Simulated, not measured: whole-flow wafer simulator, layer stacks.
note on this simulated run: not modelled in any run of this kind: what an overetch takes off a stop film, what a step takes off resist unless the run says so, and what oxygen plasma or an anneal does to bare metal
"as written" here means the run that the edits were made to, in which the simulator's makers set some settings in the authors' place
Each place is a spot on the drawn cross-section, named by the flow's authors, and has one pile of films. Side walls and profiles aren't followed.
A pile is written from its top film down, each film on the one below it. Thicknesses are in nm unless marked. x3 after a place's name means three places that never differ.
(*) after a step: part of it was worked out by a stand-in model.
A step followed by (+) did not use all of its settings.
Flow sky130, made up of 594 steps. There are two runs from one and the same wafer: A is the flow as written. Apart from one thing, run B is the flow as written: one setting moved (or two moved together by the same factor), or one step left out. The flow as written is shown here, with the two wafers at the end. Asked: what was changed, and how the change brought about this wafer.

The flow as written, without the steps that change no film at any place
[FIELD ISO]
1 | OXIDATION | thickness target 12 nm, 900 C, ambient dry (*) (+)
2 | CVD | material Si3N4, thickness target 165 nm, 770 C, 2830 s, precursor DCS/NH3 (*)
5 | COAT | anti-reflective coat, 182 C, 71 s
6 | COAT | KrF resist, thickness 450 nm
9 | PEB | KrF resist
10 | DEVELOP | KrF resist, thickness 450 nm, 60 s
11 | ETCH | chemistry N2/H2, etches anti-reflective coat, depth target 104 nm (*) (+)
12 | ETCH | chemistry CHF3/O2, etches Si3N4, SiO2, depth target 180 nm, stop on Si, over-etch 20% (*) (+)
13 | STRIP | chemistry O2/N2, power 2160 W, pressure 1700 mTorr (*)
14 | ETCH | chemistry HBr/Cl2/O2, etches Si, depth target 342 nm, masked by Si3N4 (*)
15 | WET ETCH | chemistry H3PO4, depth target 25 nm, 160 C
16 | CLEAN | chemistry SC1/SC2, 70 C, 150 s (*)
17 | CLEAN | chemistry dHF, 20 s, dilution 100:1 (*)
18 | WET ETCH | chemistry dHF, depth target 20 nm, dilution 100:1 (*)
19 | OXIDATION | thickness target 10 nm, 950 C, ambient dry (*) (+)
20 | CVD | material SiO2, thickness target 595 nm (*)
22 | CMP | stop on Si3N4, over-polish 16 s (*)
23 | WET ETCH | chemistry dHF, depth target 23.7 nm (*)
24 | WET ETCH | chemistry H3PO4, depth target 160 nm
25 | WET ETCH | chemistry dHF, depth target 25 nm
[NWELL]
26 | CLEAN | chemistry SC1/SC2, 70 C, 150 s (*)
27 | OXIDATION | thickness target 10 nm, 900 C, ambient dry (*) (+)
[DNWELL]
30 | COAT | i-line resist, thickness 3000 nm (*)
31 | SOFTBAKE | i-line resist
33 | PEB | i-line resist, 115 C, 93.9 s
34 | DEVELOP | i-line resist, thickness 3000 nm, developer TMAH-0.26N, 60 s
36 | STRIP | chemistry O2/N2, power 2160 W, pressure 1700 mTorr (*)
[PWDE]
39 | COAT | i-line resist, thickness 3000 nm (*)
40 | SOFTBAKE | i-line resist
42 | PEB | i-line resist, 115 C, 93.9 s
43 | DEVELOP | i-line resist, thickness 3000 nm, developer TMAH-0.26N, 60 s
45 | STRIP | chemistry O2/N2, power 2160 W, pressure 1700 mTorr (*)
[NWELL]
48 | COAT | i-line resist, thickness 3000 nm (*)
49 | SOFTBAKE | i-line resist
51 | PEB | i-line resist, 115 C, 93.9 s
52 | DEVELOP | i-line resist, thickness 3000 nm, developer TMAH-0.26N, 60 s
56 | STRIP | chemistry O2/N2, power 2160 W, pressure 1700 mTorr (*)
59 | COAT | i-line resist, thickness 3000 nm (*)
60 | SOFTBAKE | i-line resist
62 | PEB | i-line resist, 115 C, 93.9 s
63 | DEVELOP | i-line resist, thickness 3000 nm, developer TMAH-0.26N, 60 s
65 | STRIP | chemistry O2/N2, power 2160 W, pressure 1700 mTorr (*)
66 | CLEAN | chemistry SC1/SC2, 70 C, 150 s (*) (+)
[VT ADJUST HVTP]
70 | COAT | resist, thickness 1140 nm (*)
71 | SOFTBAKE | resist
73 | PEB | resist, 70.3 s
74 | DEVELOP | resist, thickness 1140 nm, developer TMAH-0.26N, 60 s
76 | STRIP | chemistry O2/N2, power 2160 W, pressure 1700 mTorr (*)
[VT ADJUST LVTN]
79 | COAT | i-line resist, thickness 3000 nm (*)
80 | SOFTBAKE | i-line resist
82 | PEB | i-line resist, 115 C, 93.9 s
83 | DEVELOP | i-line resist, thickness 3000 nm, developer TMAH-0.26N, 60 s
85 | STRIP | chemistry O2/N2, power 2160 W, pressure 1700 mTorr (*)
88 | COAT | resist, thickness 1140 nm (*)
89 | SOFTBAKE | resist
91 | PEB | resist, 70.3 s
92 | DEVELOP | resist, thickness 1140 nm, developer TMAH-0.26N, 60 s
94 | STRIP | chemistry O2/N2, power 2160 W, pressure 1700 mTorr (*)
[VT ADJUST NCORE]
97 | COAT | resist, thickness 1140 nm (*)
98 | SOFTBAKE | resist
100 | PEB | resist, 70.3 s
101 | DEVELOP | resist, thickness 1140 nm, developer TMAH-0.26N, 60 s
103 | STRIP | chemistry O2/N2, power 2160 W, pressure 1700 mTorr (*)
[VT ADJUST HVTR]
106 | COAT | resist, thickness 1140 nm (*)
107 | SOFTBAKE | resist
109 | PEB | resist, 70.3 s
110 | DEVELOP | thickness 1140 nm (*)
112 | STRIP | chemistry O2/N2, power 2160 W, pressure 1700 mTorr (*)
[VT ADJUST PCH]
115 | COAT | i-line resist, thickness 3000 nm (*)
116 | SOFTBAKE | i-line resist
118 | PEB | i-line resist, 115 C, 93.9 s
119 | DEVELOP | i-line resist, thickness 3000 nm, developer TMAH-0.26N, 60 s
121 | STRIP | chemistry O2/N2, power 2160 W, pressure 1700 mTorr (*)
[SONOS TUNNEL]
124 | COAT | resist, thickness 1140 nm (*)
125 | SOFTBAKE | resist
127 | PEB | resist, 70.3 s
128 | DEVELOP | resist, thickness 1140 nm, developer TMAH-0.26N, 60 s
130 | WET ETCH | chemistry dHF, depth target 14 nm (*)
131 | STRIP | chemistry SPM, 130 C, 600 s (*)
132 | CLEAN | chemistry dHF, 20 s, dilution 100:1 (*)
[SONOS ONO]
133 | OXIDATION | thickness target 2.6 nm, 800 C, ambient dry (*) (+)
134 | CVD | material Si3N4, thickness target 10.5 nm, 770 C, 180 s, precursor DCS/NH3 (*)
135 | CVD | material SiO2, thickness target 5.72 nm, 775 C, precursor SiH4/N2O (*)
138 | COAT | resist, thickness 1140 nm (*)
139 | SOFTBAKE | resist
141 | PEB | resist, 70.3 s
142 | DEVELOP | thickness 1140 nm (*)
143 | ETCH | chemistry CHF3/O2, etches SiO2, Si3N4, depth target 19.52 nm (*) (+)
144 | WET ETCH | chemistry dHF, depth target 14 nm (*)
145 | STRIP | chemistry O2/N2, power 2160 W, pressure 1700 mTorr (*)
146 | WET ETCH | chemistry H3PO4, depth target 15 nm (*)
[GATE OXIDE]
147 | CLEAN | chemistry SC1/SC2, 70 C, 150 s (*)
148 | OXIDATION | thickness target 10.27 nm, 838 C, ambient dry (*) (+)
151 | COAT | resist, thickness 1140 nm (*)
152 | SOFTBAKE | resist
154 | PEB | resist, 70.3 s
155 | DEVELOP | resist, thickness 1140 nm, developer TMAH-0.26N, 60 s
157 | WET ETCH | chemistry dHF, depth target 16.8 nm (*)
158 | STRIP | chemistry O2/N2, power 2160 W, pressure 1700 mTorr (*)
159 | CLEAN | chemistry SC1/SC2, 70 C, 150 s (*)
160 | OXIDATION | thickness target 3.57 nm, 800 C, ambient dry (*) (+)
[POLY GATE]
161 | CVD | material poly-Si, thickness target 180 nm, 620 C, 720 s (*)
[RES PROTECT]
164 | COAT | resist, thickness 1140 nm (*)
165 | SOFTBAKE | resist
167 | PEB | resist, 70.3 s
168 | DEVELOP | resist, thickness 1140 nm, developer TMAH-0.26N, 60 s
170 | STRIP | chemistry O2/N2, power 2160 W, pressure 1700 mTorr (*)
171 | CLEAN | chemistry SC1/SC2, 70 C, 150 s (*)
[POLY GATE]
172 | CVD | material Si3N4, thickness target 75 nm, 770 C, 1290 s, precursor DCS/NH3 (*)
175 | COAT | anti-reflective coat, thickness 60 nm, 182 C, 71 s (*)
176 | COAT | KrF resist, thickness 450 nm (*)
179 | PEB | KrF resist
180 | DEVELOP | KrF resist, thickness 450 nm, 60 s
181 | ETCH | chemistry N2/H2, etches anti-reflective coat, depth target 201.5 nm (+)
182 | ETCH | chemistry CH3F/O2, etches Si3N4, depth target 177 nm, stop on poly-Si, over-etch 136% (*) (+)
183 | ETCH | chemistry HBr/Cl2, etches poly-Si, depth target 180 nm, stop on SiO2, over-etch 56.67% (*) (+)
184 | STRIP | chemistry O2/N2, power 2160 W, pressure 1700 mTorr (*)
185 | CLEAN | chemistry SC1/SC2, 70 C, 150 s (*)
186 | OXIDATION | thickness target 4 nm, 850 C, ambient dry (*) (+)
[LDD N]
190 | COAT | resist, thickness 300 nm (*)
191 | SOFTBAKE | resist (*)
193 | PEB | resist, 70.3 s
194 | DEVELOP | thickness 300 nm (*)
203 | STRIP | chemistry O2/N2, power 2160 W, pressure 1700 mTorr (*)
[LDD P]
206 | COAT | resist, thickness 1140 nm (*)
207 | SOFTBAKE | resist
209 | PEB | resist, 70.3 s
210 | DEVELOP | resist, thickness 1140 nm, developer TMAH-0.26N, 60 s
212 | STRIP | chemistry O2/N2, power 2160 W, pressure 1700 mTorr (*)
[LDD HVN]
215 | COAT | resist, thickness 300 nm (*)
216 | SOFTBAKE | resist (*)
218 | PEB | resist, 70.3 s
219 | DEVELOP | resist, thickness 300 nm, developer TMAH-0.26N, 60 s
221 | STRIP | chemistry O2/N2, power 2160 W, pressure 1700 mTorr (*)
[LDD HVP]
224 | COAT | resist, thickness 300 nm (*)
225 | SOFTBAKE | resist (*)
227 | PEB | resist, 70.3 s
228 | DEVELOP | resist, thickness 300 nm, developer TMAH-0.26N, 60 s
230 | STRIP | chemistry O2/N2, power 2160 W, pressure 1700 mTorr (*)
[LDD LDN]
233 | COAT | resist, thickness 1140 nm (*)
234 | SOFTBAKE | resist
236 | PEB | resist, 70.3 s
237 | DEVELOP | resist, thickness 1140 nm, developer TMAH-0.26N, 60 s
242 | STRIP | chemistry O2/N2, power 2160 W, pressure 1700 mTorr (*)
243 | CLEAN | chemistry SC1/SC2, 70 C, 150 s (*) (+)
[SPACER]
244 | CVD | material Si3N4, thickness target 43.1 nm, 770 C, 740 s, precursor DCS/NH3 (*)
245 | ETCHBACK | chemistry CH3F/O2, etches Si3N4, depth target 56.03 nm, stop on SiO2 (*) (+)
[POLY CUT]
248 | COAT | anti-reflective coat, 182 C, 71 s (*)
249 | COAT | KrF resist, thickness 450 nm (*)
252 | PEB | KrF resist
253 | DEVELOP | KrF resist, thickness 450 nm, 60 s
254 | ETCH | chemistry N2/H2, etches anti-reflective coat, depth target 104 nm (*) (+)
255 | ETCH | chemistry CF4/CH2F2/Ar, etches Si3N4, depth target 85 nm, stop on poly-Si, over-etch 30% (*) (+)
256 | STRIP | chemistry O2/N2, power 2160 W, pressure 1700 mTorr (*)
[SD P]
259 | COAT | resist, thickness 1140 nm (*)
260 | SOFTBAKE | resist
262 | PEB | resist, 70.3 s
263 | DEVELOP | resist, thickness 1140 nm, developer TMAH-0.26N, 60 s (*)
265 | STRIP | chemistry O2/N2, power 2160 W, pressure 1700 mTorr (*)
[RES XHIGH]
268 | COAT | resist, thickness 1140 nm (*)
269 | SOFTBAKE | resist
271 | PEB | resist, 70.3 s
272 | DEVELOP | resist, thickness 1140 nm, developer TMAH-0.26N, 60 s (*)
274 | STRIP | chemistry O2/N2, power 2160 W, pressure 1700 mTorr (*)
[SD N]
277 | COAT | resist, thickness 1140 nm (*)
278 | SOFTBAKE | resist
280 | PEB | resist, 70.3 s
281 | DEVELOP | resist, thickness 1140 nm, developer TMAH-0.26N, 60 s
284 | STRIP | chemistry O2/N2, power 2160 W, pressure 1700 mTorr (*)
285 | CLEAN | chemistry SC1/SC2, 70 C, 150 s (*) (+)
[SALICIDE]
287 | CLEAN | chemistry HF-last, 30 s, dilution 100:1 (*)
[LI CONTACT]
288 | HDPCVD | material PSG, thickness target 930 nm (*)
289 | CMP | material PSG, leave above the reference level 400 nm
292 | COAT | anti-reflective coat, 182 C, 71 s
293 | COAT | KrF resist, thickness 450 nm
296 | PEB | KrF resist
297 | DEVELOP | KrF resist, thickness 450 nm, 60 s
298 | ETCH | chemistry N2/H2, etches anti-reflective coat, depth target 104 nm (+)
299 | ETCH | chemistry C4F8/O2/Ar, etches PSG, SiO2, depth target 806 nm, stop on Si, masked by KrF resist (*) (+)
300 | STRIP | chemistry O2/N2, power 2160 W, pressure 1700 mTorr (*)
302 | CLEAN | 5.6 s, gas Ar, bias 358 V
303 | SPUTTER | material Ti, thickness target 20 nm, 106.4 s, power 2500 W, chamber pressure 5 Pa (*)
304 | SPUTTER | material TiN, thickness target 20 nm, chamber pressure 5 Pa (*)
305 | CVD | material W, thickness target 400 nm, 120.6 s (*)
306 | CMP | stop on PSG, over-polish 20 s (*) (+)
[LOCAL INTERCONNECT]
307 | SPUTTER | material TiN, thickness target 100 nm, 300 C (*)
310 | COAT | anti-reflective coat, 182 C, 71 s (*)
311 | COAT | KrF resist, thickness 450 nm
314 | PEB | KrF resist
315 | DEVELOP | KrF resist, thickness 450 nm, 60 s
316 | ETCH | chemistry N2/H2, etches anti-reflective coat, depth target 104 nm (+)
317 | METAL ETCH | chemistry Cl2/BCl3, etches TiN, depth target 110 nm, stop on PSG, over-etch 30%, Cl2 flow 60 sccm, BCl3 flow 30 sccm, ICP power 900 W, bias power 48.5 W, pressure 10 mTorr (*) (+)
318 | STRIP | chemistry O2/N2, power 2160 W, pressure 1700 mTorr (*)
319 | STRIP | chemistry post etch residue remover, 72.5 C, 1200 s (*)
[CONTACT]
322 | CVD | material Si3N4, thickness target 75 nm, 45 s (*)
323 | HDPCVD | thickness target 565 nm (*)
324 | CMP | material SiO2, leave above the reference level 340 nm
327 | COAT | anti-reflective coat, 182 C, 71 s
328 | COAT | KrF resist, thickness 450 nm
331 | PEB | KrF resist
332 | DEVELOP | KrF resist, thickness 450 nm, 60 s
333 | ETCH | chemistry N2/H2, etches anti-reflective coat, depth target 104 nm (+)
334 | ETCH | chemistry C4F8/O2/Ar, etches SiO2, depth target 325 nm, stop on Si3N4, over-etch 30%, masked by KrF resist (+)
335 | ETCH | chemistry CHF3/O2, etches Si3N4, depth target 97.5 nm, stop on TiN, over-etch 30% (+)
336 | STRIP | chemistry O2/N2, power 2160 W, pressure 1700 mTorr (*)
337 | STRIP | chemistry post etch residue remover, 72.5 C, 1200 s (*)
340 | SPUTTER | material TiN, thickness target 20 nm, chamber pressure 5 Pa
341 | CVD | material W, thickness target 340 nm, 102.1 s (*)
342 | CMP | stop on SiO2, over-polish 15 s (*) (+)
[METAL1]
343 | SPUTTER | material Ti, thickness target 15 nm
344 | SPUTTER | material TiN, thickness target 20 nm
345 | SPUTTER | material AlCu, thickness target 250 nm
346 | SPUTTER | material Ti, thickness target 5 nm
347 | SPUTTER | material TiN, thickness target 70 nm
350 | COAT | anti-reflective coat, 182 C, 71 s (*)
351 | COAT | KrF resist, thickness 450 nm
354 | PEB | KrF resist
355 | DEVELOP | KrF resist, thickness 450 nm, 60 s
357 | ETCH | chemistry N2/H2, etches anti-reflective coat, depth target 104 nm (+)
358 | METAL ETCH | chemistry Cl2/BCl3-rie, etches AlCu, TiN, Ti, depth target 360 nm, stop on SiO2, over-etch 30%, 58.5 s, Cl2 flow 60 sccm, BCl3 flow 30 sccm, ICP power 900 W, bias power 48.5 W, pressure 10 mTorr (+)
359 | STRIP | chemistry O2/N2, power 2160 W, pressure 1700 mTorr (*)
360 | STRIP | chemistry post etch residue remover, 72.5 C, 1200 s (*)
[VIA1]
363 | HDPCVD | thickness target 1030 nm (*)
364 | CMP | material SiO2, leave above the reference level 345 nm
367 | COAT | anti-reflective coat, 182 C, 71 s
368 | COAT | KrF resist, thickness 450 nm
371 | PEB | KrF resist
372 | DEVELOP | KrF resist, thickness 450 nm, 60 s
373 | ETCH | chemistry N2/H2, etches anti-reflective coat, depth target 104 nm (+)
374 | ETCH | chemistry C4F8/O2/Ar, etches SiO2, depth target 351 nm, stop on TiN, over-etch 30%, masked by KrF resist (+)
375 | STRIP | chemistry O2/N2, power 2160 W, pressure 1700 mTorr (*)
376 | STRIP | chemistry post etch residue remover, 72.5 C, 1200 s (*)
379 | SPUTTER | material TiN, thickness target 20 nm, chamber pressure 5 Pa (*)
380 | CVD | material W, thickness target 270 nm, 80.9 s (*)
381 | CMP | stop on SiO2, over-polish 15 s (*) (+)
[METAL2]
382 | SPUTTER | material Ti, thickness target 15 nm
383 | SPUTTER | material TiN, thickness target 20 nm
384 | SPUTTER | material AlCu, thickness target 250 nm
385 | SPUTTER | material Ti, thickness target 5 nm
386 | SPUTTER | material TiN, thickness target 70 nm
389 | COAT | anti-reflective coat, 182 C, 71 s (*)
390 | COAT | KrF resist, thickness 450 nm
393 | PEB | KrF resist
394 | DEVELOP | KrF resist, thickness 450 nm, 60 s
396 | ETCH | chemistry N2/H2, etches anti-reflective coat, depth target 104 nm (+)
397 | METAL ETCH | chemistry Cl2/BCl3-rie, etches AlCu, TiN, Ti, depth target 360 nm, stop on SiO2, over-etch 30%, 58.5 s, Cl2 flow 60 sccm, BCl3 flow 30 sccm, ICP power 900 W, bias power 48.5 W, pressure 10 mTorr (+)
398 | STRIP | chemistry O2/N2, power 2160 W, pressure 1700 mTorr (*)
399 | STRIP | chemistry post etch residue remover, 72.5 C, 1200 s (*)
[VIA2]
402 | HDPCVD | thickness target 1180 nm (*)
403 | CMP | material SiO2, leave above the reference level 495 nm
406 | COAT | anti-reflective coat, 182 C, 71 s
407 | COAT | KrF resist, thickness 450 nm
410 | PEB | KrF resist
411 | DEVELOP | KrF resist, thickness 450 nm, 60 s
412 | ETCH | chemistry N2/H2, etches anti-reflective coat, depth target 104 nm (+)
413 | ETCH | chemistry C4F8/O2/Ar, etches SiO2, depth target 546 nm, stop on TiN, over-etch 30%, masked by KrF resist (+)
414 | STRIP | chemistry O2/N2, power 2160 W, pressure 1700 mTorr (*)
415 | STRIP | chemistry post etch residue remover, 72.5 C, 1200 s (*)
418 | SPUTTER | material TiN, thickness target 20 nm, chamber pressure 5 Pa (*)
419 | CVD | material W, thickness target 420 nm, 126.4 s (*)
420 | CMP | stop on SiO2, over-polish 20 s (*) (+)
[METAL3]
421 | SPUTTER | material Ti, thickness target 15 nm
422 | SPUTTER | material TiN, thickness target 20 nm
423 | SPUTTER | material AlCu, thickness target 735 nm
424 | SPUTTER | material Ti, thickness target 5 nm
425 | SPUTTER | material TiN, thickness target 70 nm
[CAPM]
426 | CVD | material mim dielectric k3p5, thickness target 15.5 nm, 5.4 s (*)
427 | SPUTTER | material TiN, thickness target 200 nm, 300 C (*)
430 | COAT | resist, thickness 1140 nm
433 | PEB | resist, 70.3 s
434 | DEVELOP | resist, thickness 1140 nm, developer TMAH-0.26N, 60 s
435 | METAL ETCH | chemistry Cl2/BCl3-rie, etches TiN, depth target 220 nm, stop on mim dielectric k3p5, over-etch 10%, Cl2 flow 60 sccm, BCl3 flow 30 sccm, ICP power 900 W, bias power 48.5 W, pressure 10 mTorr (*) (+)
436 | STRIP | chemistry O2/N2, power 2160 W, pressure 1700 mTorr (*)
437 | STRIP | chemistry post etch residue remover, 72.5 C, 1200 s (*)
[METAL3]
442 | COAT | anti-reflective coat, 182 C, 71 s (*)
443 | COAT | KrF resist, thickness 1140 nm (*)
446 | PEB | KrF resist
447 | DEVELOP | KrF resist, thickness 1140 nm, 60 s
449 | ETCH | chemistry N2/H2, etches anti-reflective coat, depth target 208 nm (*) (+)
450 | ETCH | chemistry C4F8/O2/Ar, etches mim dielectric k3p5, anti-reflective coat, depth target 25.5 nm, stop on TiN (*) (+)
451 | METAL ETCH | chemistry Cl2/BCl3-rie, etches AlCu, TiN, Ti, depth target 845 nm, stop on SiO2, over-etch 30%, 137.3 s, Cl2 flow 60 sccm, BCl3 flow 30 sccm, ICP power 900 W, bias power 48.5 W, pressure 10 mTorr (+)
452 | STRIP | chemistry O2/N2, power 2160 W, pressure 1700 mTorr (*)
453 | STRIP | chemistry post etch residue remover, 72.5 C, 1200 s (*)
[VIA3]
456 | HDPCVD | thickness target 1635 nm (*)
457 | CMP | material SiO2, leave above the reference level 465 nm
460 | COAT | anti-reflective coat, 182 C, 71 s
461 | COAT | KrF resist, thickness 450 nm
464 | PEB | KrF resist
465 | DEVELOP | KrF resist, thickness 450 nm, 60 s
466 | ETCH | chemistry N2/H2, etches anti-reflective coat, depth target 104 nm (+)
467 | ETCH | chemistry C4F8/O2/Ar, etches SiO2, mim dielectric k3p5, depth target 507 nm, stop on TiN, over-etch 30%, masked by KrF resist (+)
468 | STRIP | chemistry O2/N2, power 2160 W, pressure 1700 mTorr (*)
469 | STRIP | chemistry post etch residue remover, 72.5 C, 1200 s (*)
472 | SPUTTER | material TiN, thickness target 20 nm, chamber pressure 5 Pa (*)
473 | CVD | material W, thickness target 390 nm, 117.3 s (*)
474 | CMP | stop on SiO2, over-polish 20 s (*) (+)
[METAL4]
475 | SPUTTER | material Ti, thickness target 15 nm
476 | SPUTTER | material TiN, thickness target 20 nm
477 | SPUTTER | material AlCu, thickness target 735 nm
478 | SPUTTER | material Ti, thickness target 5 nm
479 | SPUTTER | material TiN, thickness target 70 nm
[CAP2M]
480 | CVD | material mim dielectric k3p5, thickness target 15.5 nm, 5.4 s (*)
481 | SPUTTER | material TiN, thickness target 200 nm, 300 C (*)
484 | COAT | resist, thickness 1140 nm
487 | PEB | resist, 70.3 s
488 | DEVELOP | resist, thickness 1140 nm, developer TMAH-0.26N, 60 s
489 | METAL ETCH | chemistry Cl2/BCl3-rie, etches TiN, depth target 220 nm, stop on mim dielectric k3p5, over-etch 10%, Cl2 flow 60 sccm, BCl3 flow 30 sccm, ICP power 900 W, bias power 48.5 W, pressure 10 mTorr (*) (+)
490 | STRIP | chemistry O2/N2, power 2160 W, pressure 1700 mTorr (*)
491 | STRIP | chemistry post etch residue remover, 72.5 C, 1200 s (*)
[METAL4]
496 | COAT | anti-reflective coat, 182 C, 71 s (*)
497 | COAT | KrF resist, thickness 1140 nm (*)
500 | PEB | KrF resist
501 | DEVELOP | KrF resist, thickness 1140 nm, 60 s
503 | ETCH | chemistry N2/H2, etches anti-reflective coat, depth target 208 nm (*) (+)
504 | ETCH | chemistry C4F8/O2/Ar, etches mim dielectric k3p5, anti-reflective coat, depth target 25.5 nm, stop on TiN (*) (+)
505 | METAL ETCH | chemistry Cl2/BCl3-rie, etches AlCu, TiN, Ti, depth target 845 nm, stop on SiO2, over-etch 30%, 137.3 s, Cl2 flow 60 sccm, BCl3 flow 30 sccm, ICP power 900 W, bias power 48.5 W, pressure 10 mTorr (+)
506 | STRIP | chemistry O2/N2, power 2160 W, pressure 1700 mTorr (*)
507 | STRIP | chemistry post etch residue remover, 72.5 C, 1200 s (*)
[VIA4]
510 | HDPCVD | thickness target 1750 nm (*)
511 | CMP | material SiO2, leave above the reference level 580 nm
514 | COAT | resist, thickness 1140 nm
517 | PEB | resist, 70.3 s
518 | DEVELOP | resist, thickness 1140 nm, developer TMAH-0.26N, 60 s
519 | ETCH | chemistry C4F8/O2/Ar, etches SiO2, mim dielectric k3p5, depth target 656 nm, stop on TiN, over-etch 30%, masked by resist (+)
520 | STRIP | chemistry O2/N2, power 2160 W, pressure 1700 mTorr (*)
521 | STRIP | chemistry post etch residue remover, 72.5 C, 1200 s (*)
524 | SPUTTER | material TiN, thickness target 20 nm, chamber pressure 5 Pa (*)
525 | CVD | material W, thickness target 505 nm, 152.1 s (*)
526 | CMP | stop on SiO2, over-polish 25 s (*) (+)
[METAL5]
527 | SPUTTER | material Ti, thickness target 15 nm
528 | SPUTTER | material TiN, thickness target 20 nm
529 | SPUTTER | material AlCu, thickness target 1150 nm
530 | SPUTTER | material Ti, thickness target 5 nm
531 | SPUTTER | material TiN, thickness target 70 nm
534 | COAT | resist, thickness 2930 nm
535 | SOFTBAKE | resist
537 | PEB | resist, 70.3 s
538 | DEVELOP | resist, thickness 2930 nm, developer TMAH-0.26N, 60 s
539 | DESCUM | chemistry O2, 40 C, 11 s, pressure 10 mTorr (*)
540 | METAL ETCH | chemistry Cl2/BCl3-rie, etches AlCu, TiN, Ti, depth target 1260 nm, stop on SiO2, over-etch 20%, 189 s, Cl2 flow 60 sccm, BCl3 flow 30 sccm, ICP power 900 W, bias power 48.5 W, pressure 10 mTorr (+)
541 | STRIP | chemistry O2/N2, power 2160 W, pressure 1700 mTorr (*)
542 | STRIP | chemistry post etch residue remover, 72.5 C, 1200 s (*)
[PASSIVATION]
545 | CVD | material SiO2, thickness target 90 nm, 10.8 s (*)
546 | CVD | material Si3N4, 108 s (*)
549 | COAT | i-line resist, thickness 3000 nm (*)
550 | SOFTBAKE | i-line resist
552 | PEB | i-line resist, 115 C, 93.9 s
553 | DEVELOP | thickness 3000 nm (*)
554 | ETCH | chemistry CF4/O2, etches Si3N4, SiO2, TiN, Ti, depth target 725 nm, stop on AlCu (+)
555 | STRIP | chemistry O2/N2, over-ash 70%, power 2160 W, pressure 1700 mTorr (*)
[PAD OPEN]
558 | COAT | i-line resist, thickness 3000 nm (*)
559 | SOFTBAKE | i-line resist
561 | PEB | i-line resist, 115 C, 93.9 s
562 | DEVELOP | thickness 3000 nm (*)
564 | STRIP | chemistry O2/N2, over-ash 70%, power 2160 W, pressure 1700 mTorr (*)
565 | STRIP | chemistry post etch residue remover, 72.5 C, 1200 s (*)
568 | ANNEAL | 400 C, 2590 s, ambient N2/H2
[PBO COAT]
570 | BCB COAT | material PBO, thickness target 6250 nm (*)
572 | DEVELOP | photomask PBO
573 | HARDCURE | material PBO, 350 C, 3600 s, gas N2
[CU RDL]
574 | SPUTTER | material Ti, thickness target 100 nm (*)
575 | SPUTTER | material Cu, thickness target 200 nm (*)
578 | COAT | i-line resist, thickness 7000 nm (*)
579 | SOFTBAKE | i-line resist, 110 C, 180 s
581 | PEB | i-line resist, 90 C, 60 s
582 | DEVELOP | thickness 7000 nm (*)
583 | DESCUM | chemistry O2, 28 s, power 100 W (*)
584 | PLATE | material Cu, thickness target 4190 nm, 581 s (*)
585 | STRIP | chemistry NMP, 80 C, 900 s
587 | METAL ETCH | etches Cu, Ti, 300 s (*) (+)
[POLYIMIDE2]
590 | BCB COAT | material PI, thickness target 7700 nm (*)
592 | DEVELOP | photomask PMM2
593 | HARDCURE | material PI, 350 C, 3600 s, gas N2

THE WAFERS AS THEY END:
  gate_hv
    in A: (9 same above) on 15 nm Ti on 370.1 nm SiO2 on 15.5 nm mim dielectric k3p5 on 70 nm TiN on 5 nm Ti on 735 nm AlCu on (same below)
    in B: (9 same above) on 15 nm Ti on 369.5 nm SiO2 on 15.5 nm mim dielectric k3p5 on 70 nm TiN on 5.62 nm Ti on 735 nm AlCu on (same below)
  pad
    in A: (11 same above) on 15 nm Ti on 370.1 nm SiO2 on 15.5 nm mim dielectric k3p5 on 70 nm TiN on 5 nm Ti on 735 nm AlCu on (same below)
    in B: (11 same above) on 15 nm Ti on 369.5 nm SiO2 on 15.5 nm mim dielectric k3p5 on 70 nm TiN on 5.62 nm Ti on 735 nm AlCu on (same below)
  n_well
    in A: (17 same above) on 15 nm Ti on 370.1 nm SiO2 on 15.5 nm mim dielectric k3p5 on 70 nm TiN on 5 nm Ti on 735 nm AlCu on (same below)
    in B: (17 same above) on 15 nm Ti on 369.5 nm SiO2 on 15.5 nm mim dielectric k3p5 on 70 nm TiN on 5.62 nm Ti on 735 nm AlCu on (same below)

What caused this: step 424, SPUTTER: thickness target 5.62 nm was run, while the flow as written has thickness target 5 nm.
One can read it off the wafer: gate_hv has Ti 5.62, and step 424 as written asks for 5 nm.

Step by step, how the change led to this:
  424 | SPUTTER | material Ti, thickness target 5 nm
      field, active, n_well and 188 more: A +5 Ti (new film) | B +5.62 Ti (new film)
  451 | METAL ETCH | chemistry Cl2/BCl3-rie, etches AlCu, TiN, Ti, depth target 845 nm, stop on SiO2, over-etch 30%, 137.3 s, Cl2 flow 60 sccm, BCl3 flow 30 sccm, ICP power 900 W, bias power 48.5 W, pressure 10 mTorr (+)
      field, gate, spacer and 68 more: A -70 TiN (all of it), -5 Ti (all of it), -735 AlCu (all of it), -20 TiN (all of it), -15 Ti (all of it), -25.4 SiO2 | B -70 TiN (all of it), -5.62 Ti (all of it), -735 AlCu (all of it), -20 TiN (all of it), -15 Ti (all of it), -25.3 SiO2
      active, vpp_ln, vpp_iso2 and 11 more: A -70 TiN (all of it), -5 Ti (all of it), -735 AlCu (all of it), -20 TiN (all of it), -15 Ti (all of it), -25.3 SiO2 | B -70 TiN (all of it), -5.62 Ti (all of it), -735 AlCu (all of it), -20 TiN (all of it), -15 Ti (all of it), -25.3 SiO2
